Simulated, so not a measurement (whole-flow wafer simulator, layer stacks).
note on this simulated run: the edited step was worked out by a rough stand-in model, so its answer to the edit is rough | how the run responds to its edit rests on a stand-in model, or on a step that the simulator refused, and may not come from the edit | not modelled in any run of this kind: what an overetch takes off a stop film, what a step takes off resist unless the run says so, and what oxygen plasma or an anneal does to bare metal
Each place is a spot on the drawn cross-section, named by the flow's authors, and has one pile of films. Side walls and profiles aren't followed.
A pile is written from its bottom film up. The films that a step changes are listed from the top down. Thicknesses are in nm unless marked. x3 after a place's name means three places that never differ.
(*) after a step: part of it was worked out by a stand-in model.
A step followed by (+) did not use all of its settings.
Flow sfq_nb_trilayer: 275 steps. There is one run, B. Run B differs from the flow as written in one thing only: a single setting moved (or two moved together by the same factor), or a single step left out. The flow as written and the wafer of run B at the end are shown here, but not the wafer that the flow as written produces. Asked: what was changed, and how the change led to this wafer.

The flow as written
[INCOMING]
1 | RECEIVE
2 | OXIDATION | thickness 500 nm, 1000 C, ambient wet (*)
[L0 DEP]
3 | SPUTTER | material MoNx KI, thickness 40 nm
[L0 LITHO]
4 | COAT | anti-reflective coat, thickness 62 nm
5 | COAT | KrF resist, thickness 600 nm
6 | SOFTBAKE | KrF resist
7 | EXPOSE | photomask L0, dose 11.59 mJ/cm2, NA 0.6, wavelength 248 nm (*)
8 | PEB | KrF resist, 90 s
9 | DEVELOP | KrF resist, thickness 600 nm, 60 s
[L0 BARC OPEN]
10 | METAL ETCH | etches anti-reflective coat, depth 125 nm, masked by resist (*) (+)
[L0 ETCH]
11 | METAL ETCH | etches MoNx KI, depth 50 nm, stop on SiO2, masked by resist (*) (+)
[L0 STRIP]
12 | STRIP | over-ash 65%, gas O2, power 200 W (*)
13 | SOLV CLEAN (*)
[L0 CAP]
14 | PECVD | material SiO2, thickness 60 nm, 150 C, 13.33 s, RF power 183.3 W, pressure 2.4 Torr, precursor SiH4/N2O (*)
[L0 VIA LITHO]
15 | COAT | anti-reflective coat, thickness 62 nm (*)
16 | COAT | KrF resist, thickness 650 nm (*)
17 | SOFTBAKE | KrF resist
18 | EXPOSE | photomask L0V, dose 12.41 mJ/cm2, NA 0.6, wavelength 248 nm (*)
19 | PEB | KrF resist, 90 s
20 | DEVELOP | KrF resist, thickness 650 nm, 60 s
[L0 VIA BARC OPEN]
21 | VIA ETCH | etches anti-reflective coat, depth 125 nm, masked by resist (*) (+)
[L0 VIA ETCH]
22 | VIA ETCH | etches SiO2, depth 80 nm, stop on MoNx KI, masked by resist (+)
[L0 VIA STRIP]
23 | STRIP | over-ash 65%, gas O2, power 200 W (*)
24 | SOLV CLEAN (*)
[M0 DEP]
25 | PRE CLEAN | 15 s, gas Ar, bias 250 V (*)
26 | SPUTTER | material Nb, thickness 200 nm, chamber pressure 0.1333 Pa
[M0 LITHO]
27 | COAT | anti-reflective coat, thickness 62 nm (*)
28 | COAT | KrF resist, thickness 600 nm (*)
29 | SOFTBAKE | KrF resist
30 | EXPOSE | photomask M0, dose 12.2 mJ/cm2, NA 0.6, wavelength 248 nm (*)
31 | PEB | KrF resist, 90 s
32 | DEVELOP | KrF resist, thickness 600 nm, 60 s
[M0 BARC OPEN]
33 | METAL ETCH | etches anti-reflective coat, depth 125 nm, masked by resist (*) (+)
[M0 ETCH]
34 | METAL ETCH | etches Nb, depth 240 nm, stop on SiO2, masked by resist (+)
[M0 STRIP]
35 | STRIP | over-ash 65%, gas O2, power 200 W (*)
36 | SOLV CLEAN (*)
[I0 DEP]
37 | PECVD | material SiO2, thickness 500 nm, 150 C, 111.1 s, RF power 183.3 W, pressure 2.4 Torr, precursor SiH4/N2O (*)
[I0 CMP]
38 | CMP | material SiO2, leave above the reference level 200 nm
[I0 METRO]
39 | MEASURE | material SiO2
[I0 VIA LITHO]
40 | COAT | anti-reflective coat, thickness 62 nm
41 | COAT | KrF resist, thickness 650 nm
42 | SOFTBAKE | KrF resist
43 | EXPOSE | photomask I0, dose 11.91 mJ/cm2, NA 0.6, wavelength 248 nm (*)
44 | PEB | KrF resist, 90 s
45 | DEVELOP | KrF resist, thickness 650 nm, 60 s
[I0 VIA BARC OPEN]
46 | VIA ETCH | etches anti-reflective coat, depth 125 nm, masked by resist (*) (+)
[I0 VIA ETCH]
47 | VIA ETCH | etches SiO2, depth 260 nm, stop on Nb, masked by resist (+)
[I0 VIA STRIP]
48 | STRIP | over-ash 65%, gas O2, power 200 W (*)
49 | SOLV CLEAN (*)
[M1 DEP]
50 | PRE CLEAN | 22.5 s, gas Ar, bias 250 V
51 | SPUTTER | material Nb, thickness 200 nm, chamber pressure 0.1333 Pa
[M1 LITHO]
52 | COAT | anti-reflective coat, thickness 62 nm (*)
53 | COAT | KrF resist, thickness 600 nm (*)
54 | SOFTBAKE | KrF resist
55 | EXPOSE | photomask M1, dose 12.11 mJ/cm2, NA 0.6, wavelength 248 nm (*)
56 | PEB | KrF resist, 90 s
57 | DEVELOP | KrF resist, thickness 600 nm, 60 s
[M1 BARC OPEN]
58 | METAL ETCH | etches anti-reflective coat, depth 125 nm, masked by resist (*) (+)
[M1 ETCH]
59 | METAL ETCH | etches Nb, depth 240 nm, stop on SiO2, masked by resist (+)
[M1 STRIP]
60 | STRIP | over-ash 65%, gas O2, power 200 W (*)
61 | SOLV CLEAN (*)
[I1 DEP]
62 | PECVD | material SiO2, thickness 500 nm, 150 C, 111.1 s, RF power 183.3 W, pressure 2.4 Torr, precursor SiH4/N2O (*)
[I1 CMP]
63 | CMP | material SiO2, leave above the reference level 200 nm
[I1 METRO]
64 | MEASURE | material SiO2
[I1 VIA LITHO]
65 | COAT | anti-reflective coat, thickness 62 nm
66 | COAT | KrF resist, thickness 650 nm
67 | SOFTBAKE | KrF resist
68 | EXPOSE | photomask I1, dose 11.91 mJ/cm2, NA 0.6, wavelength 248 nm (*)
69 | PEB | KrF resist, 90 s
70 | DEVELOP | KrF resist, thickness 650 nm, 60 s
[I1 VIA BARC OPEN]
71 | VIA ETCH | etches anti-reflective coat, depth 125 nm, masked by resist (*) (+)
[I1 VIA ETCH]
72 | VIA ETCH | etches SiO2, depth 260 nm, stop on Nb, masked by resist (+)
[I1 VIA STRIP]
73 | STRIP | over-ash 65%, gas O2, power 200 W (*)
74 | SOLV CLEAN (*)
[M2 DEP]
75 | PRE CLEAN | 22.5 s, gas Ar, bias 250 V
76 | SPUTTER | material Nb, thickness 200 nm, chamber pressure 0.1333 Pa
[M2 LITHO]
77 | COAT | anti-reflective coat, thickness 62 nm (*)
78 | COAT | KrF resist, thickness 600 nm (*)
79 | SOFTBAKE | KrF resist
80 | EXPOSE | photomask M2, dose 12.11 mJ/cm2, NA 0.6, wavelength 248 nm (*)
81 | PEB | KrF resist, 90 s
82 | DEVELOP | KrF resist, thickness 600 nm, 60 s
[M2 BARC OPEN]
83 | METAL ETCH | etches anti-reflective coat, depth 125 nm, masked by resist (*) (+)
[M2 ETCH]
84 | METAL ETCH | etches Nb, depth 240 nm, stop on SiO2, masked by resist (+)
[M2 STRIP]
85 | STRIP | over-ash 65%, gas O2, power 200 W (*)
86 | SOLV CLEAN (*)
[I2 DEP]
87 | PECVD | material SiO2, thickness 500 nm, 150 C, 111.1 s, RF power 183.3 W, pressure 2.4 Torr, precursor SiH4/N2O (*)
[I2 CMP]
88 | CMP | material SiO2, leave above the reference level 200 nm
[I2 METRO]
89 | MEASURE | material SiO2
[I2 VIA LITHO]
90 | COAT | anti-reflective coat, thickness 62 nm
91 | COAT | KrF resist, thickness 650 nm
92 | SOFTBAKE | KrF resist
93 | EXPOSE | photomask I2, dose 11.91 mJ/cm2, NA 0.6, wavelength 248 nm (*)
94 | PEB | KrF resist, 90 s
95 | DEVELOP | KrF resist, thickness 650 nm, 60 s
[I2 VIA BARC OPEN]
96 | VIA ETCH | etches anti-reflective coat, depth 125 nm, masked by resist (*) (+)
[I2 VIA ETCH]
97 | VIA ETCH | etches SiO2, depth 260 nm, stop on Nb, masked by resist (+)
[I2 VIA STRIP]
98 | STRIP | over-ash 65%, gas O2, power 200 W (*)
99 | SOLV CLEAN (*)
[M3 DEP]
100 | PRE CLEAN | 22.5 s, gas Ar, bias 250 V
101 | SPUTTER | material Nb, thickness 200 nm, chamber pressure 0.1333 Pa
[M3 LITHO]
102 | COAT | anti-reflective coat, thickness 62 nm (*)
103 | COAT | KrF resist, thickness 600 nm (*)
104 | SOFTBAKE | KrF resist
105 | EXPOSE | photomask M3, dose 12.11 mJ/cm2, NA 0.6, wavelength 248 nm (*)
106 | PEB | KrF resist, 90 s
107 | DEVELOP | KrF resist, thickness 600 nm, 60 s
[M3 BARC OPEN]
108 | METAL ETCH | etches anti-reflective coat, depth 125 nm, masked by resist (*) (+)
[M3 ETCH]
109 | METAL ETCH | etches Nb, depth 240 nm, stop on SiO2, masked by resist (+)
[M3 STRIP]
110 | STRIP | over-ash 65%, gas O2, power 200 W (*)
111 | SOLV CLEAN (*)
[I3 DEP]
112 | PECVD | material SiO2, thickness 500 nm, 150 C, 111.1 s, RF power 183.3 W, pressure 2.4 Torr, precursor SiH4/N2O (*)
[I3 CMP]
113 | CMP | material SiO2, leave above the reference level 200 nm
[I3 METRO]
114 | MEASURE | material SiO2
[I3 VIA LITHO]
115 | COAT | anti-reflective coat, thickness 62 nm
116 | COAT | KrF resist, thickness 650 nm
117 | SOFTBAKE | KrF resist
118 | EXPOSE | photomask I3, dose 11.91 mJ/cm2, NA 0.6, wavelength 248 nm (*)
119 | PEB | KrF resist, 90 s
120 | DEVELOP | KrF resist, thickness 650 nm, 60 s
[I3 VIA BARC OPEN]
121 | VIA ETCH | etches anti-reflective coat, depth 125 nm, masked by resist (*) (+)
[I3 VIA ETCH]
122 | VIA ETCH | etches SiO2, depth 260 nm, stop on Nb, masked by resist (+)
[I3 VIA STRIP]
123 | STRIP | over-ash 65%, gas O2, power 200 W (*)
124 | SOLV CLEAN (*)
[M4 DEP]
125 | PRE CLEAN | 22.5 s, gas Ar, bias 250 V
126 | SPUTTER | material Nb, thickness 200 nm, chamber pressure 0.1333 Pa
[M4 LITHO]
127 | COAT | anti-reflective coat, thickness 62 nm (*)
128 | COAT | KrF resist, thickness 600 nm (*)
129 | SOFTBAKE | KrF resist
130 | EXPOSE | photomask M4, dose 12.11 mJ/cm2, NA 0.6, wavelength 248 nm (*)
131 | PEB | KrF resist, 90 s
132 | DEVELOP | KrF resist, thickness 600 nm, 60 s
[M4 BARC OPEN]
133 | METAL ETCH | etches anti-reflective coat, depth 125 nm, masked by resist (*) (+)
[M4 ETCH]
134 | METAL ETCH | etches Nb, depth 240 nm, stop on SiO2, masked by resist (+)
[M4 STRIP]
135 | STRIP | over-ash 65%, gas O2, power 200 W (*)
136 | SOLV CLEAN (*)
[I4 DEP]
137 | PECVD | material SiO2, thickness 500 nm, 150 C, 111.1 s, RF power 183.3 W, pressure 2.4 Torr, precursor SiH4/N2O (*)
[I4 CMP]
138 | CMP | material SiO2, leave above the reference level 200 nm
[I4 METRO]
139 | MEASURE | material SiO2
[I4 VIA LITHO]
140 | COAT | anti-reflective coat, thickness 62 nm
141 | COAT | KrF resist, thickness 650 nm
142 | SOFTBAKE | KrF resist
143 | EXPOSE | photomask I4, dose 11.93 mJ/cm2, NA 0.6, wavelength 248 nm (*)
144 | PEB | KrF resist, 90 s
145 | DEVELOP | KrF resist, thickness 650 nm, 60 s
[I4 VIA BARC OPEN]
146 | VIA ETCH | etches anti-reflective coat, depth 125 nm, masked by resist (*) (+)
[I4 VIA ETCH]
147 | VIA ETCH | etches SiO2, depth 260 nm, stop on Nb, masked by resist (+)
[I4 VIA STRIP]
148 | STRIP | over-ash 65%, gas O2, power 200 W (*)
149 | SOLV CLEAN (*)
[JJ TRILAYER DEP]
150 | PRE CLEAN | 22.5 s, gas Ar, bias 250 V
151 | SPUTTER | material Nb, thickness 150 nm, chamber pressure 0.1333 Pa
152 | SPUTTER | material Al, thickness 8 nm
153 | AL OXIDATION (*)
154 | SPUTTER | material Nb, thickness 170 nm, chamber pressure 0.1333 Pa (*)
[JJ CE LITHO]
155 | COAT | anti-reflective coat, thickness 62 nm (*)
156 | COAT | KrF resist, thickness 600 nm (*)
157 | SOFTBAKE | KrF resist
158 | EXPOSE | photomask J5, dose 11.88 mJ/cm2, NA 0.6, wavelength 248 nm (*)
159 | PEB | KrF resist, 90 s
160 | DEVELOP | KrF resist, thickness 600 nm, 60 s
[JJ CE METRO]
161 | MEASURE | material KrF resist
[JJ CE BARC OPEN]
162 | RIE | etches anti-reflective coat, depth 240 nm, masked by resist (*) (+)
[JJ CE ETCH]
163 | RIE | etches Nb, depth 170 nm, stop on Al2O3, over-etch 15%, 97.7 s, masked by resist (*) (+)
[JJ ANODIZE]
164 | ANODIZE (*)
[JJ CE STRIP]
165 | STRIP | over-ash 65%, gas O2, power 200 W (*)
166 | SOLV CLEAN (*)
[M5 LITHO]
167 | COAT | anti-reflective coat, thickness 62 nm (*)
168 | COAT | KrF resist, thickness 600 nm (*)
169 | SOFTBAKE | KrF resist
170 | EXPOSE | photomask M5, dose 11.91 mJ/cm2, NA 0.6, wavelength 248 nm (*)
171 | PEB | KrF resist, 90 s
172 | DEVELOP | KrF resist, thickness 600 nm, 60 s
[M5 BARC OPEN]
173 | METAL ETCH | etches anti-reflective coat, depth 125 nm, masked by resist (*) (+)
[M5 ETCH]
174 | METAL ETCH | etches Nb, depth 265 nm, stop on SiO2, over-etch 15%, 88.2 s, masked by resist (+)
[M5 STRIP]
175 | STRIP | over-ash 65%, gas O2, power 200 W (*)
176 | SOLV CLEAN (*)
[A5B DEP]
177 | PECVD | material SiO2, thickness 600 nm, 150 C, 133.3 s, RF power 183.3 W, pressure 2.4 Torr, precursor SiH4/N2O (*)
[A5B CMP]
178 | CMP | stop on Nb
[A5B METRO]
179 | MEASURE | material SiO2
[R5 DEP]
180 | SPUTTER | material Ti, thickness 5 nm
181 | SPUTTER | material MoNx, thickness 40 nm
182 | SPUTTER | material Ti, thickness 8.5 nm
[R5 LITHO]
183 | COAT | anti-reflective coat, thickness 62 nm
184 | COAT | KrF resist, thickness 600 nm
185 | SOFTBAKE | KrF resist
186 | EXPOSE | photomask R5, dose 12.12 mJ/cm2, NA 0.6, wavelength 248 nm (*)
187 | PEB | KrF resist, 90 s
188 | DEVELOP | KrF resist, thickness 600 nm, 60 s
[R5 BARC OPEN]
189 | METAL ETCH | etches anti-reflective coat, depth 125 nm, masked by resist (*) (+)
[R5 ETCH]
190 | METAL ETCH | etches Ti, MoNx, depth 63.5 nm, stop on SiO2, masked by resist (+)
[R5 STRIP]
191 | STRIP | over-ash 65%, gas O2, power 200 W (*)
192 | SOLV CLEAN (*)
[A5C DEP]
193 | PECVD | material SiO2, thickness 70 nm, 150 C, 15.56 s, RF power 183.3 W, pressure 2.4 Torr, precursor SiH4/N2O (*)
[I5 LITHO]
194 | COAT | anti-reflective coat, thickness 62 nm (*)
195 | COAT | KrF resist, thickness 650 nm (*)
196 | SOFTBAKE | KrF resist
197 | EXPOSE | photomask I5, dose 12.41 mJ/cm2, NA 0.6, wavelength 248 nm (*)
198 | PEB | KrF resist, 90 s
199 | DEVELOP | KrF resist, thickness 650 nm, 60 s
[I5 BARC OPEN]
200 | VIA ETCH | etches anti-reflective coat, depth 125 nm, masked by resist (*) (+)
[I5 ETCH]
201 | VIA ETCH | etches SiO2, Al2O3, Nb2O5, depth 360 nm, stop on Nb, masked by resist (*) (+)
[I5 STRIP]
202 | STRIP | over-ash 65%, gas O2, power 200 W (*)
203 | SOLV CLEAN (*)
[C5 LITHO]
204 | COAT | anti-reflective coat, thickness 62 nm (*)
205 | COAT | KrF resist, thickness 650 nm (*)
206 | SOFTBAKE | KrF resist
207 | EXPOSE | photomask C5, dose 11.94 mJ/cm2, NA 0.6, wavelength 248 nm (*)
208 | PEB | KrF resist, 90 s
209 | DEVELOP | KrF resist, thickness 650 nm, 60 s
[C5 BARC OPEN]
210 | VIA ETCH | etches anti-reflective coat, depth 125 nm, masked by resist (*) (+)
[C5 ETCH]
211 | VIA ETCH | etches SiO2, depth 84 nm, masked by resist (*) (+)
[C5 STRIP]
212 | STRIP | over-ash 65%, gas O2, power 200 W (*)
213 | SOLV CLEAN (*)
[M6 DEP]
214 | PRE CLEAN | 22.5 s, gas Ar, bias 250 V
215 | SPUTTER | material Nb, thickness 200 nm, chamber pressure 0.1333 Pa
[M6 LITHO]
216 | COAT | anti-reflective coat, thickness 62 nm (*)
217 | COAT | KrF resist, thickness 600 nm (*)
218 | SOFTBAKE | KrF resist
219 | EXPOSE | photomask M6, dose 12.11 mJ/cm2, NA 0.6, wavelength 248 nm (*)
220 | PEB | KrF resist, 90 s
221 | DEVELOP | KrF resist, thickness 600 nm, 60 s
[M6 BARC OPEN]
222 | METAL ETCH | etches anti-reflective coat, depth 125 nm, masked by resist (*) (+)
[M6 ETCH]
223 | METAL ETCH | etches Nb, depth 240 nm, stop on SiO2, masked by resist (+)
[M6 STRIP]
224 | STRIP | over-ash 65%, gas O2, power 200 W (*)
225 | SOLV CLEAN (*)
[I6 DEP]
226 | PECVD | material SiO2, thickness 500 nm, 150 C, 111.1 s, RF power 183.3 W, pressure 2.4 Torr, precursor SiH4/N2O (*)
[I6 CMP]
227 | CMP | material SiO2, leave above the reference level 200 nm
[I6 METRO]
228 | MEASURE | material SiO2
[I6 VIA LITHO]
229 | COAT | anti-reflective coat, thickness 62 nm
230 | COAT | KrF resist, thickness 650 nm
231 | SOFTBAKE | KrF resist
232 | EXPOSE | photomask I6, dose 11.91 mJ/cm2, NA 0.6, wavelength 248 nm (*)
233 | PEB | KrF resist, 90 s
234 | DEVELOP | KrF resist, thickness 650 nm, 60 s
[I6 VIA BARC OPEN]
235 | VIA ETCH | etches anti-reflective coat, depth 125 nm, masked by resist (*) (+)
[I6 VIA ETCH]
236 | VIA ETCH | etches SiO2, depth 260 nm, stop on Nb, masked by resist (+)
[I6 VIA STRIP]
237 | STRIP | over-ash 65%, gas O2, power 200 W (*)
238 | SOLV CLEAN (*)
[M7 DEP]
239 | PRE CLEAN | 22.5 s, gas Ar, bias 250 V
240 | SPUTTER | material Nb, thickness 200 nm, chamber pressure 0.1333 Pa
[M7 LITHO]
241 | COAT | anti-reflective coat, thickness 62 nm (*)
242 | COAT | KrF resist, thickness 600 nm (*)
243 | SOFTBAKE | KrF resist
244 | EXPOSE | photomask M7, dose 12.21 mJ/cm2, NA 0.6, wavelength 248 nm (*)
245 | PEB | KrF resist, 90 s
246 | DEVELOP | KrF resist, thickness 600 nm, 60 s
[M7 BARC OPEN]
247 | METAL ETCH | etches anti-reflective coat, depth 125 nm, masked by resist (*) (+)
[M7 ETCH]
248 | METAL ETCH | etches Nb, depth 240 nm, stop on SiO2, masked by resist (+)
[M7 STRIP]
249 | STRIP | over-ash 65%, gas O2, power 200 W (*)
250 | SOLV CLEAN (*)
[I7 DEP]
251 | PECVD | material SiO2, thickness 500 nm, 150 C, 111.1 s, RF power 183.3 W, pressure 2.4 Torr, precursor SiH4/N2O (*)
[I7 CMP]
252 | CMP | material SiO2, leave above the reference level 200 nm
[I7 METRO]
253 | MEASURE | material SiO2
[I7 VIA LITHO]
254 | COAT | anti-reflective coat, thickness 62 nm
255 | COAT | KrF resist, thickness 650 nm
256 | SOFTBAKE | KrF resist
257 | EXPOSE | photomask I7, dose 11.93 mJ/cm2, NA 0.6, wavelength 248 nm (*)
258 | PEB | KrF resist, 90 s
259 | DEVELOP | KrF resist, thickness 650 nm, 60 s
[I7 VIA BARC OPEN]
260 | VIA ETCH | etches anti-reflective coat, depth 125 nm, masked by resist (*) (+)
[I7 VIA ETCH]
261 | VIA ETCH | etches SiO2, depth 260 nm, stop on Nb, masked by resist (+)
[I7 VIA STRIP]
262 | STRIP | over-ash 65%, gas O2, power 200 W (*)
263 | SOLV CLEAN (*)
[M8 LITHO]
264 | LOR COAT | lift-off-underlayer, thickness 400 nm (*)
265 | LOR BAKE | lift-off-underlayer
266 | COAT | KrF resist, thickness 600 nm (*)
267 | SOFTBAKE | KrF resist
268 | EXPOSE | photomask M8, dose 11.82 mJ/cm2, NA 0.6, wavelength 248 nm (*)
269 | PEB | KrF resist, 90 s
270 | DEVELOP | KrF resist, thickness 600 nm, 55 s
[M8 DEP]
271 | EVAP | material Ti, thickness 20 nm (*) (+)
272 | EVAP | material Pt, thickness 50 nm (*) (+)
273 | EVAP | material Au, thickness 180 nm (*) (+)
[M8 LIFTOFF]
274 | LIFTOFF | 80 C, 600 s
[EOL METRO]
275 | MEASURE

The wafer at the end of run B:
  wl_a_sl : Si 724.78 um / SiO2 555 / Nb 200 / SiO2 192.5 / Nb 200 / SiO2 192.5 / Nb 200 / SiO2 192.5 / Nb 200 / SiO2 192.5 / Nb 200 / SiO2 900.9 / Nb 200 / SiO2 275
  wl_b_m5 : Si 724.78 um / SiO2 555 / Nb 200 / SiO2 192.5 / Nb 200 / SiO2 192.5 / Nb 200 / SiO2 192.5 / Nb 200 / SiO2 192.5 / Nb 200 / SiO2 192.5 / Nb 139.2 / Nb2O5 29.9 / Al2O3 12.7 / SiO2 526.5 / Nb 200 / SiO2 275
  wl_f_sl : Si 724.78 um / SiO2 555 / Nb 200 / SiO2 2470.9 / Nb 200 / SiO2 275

Cause: step 226, PECVD: thickness 325 nm was run, whereas the flow has thickness 500 nm; step 226, PECVD: 72.22 s was run, where the flow has 111.1 s.

How this came from the change, step by step:
  226 | PECVD | material SiO2, thickness 500 nm, 150 C, 111.1 s, RF power 183.3 W, pressure 2.4 Torr, precursor SiH4/N2O (*)
      field_l, p4_fl, p4_fm and 62 more: +325 SiO2 (as written it would have been: +500 SiO2)
      v_sur, via_wl, via_w and 21 more: +325 SiO2 (new film) (as written it would have been: +500 SiO2 (new film))
      (also at 17 further places)
  227 | CMP | material SiO2, leave above the reference level 200 nm
      field_l, p4_fl, p4_fm and 59 more: nothing (as written it would have been: -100 SiO2)
      moat, field_r, lsp_l, ln_m5, lsp_m: nothing (as written it would have been: -93.6 SiO2)
      (also at 39 further places)
  229 | COAT | anti-reflective coat, thickness 62 nm
      field_r, wl_d_sl, m0r_line_l, m0r_line_r, m7r_line_l, m7r_line_r: +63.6 anti-reflective coat (new film) (as written it would have been: +62 anti-reflective coat (new film))
      c5j, ce_r, be_r, wl_jj: +57.4 anti-reflective coat (new film) (as written it would have been: +62 anti-reflective coat (new film))
      (also at 78 further places)
  230 | COAT | KrF resist, thickness 650 nm
      via_wr, ce_r, r_sur: +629 KrF resist (new film) (as written it would have been: +650 KrF resist (new film))
      via_w, c5j: +626.8 KrF resist (new film) (as written it would have been: +650 KrF resist (new film))
      (also at 40 further places)
  234 | DEVELOP | KrF resist, thickness 650 nm, 60 s
      via_v: -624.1 KrF resist (all of it) (as written it would have been: -648.6 KrF resist (all of it))
  235 | VIA ETCH | etches anti-reflective coat, depth 125 nm, masked by resist (*) (+)
      field_l, v_sur, via_wl and 102 more: -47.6 KrF resist (as written it would have been: -51.7 KrF resist)
      via_v: -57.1 anti-reflective coat (all of it), -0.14 SiO2 (as written it would have been: -62 anti-reflective coat (all of it), -0.16 SiO2)
  237 | STRIP | over-ash 65%, gas O2, power 200 W (*)
      m0r_line_l, m0r_line_r, m7r_line_l, m7r_line_r: -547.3 KrF resist (all of it), -63.6 anti-reflective coat (all of it) (as written it would have been: -528.6 KrF resist (all of it), -62 anti-reflective coat (all of it))
      m0r_space_l, m7r_space_l: -541.1 KrF resist (all of it), -72.8 anti-reflective coat (all of it) (as written it would have been: -528.6 KrF resist (all of it), -62 anti-reflective coat (all of it))
      (also at 83 further places)
  240 | SPUTTER | material Nb, thickness 200 nm, chamber pressure 0.1333 Pa
      moat, lsp_m: +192 Nb (new film) (as written it would have been: +200 Nb (new film))
      be: +145 Nb (new film) (as written it would have been: +200 Nb (new film))
      (also at 1 further place)
  241 | COAT | anti-reflective coat, thickness 62 nm (*)
      wl_b_sr, wl_d_m1, m5r_line_l, m5r_line_r: +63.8 anti-reflective coat (new film) (as written it would have been: +62 anti-reflective coat (new film))
      wl_e_sl, wl_e_sr, m0r_line_r, m7r_line_r: +63.6 anti-reflective coat (new film) (as written it would have been: +62 anti-reflective coat (new film))
      (also at 77 further places)
  242 | COAT | KrF resist, thickness 600 nm (*)
      m0r_line_l, m0r_line_r, m7r_line_l, m7r_line_r: +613 KrF resist (new film) (as written it would have been: +600 KrF resist (new film))
      wl_j_sr, m6r_line_l, m6r_line_r: +576.9 KrF resist (new film) (as written it would have been: +600 KrF resist (new film))
      (also at 39 further places)
  246 | DEVELOP | KrF resist, thickness 600 nm, 60 s
      m0r_line_l, m0r_line_r: -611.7 KrF resist (all of it) (as written it would have been: -598.7 KrF resist (all of it))
      m5r_linepad_l, m5r_linepad_r: -582.8 KrF resist (all of it) (as written it would have been: -598.7 KrF resist (all of it))
      (also at 11 further places)
  247 | METAL ETCH | etches anti-reflective coat, depth 125 nm, masked by resist (*) (+)
      v_sur, via_wl, via_w and 38 more: -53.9 KrF resist (as written it would have been: -51.7 KrF resist)
      wl_d_m1, m5r_line_l, m5r_line_r: -63.8 anti-reflective coat (all of it) (as written it would have been: -62 anti-reflective coat (all of it))
      (also at 42 further places)
  249 | STRIP | over-ash 65%, gas O2, power 200 W (*)
      v_sur: -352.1 KrF resist (all of it), -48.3 anti-reflective coat (all of it) (as written it would have been: -379.9 KrF resist (all of it), -61.4 anti-reflective coat (all of it))
      via_wl: -348.7 KrF resist (all of it), -56.3 anti-reflective coat (all of it) (as written it would have been: -379.3 KrF resist (all of it), -61.3 anti-reflective coat (all of it))
      (also at 39 further places)
  251 | PECVD | material SiO2, thickness 500 nm, 150 C, 111.1 s, RF power 183.3 W, pressure 2.4 Torr, precursor SiH4/N2O (*)
      be: +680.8 SiO2 (new film) (as written it would have been: +500 SiO2 (new film))
  252 | CMP | material SiO2, leave above the reference level 200 nm
      field_r, lsp_l: nothing (as written it would have been: -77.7 SiO2)
      field_l, p4_fl, p4_fm and 48 more: -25 SiO2 (as written it would have been: -100 SiO2)
      (also at 27 further places)
